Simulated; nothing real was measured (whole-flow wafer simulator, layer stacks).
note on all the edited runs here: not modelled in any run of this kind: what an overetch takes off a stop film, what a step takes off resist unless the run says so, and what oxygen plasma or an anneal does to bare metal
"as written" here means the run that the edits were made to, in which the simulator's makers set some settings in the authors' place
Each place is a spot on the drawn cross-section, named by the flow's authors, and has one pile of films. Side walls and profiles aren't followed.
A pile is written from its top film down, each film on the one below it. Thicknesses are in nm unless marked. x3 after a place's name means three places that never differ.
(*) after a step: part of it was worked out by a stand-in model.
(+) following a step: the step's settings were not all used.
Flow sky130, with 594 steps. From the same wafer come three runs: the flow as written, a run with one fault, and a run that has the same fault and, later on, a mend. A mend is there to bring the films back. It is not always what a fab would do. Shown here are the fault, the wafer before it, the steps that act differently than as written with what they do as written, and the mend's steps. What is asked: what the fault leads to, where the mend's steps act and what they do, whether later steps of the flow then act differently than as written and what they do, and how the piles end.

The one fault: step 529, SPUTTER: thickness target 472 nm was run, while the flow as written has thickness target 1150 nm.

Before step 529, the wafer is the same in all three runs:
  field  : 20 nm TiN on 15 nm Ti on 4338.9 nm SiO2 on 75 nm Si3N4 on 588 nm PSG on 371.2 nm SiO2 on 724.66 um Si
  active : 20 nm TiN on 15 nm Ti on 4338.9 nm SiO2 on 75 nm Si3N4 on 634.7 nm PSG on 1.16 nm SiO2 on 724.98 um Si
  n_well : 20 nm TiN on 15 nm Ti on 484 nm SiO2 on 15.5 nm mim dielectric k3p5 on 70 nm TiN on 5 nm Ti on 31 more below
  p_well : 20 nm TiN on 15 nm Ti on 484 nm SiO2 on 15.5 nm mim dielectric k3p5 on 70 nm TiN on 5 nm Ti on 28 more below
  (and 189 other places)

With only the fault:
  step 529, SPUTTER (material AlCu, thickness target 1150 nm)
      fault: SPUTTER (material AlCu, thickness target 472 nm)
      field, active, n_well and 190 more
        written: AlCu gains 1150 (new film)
        fault: AlCu gains 472 (new film)
  Later steps of the flow acting differently than as written (1 other step is not shown; it differs only slightly, by no more than 2% or 0.5 nm, whichever is larger):
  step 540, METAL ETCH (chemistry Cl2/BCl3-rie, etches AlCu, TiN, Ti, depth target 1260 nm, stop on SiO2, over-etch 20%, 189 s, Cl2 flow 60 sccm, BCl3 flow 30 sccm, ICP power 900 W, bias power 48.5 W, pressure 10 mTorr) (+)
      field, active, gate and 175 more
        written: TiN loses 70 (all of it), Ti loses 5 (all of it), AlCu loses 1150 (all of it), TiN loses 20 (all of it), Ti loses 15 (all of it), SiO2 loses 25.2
        fault: TiN loses 70 (all of it), Ti loses 5 (all of it), AlCu loses 472 (all of it), TiN loses 20 (all of it), Ti loses 15 (all of it), SiO2 loses 93
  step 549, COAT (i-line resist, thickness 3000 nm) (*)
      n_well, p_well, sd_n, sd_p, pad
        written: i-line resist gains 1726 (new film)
        fault: i-line resist gains 2331.2 (new film)
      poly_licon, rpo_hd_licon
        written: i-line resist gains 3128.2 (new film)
        fault: i-line resist gains 3060.3 (new film)
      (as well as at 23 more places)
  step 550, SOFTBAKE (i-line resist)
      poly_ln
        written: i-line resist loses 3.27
        fault: nothing
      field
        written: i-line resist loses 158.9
        fault: i-line resist loses 87.4
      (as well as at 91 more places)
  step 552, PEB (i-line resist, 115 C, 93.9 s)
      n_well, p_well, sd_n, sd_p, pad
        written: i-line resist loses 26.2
        fault: i-line resist loses 36.6
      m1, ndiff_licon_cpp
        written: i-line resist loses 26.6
        fault: i-line resist loses 36.8
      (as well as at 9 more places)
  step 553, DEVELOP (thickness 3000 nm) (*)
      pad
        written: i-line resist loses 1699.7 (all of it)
        fault: i-line resist loses 2294.6 (all of it)
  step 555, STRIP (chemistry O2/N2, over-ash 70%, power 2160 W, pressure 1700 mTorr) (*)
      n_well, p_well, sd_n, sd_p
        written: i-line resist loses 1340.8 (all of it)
        fault: i-line resist loses 1935.7 (all of it)
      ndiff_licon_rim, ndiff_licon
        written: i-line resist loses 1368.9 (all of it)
        fault: i-line resist loses 1949 (all of it)
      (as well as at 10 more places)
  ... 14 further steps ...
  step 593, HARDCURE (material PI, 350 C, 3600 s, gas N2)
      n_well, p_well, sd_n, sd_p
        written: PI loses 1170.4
        fault: PI loses 1213.3
  At n_well, p_well, gate_hv and 115 more, the piles at the end differ from the flow's by more than 2% or 0.5 nm, whichever is larger.
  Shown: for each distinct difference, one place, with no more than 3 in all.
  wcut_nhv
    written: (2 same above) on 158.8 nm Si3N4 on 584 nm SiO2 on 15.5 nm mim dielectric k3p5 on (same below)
    fault: (2 same above) on 158.8 nm Si3N4 on 516.2 nm SiO2 on 15.5 nm mim dielectric k3p5 on (same below)
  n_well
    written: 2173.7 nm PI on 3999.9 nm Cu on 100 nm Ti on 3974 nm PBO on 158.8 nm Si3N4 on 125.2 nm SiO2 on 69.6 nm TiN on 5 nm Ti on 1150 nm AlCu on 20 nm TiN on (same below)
    fault: 2253.3 nm PI on 3999.9 nm Cu on 100 nm Ti on 4461.3 nm PBO on 158.8 nm Si3N4 on 125.2 nm SiO2 on 69.6 nm TiN on 5 nm Ti on 472 nm AlCu on 20 nm TiN on (same below)
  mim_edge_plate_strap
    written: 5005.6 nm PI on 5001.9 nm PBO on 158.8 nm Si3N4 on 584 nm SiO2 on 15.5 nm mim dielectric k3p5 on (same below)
    fault: 5005.9 nm PI on 5001 nm PBO on 158.8 nm Si3N4 on 516.2 nm SiO2 on 15.5 nm mim dielectric k3p5 on (same below)

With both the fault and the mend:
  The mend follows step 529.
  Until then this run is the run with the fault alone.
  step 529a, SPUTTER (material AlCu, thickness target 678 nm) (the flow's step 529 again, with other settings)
      field, active, n_well and 190 more
        AlCu gains 678
  Every later step of the flow that is run acts as written at every place that is followed.
  At every place that both follow, the piles at the end match the flow's.
